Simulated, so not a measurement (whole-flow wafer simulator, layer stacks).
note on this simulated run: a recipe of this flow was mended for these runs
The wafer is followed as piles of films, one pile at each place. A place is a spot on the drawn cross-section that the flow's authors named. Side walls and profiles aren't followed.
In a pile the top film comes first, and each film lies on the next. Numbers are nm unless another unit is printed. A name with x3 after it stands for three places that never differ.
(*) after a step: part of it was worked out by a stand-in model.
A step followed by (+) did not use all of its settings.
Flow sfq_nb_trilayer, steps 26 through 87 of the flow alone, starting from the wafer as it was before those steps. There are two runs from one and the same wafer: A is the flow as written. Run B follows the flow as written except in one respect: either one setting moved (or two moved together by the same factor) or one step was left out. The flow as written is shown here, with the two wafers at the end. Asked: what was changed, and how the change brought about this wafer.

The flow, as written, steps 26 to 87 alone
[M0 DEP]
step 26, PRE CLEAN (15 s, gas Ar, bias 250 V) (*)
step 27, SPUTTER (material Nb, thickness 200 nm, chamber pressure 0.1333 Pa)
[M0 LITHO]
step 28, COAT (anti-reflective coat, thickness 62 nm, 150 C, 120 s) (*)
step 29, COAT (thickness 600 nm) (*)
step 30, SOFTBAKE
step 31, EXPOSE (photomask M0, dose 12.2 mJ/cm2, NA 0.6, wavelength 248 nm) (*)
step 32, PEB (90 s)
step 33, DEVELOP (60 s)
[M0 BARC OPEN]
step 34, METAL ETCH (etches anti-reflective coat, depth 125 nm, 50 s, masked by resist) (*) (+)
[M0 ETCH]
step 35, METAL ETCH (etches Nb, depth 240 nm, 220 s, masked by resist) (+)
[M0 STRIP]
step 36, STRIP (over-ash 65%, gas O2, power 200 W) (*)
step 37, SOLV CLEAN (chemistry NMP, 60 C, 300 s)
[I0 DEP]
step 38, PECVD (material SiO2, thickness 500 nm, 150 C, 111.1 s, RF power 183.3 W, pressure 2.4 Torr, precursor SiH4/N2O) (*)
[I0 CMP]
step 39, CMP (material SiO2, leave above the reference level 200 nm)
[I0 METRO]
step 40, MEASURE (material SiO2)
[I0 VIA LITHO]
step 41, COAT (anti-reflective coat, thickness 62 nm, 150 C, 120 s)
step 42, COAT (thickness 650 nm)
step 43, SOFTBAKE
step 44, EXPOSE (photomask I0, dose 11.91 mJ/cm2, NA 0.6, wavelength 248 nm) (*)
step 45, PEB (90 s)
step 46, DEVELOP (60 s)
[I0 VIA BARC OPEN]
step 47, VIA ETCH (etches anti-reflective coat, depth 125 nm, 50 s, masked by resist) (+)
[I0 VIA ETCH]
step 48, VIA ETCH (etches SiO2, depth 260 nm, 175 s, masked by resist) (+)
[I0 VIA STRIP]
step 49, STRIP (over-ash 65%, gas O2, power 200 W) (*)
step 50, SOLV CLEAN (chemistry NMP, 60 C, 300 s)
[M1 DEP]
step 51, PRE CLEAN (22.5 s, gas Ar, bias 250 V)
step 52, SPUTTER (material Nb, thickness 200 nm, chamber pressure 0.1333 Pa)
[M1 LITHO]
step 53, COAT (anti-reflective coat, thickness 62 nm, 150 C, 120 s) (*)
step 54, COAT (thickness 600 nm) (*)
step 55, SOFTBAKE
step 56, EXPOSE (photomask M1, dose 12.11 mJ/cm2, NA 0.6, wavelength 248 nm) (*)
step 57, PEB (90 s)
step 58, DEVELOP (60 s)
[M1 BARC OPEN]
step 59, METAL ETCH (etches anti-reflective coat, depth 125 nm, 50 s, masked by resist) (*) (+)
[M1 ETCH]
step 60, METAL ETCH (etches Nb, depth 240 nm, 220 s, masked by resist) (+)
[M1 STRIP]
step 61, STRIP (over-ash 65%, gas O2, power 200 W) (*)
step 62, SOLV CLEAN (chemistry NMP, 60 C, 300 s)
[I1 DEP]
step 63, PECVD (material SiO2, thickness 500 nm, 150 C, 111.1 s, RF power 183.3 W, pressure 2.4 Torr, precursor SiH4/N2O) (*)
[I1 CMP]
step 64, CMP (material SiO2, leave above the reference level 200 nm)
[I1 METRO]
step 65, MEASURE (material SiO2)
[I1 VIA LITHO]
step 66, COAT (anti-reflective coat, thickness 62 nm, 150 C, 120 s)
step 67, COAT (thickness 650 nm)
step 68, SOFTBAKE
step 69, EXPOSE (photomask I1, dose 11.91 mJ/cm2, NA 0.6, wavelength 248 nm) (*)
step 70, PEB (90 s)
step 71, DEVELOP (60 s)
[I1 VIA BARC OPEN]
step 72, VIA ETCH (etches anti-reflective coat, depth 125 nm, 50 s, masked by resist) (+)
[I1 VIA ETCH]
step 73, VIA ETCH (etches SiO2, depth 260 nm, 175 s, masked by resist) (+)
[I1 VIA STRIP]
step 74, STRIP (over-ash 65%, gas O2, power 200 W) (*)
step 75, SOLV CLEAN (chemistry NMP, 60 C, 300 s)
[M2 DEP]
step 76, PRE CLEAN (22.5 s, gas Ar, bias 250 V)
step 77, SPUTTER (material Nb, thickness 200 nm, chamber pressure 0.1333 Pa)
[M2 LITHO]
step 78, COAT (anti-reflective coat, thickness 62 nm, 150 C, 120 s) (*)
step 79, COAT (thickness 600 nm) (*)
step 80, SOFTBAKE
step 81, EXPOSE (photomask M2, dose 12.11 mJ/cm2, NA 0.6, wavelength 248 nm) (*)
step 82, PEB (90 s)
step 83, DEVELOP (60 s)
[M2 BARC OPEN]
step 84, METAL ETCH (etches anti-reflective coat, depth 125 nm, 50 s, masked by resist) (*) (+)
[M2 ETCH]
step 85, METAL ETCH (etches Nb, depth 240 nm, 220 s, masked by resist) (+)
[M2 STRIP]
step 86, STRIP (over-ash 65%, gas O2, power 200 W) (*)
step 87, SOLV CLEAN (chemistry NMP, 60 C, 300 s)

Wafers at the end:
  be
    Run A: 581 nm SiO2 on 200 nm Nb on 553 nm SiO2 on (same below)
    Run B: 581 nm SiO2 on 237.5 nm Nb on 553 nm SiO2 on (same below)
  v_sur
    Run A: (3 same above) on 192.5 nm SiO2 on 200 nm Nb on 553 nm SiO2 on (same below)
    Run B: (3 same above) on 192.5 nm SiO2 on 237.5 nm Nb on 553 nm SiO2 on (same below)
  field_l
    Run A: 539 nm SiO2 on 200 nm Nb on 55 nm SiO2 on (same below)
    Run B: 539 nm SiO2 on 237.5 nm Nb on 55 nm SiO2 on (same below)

Cause: step 27, SPUTTER: thickness 237.5 nm was run, while the flow as written has thickness 200 nm.
The wafer itself shows it: be has Nb 237.5, and step 27 as written asks for 200 nm.

The path from the change to this, step by step:
  step 27, SPUTTER (material Nb, thickness 200 nm, chamber pressure 0.1333 Pa)
      field_l, v_sur, via_wl and 102 more: A +200 Nb (new film) | B +237.5 Nb (new film)
      l0v: A +195.4 Nb (new film) | B +232.9 Nb (new film)
  step 35, METAL ETCH (etches Nb, depth 240 nm, 220 s, masked by resist) (+)
      moat, m0r_space_l x2: A -200 Nb (all of it), -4 SiO2 | B -237.5 Nb (all of it), -0.25 SiO2
  step 38, PECVD (material SiO2, thickness 500 nm, 150 C, 111.1 s, RF power 183.3 W, pressure 2.4 Torr, precursor SiH4/N2O) (*)
      moat, m0r_space_l x2: A +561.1 SiO2 | B +594.8 SiO2
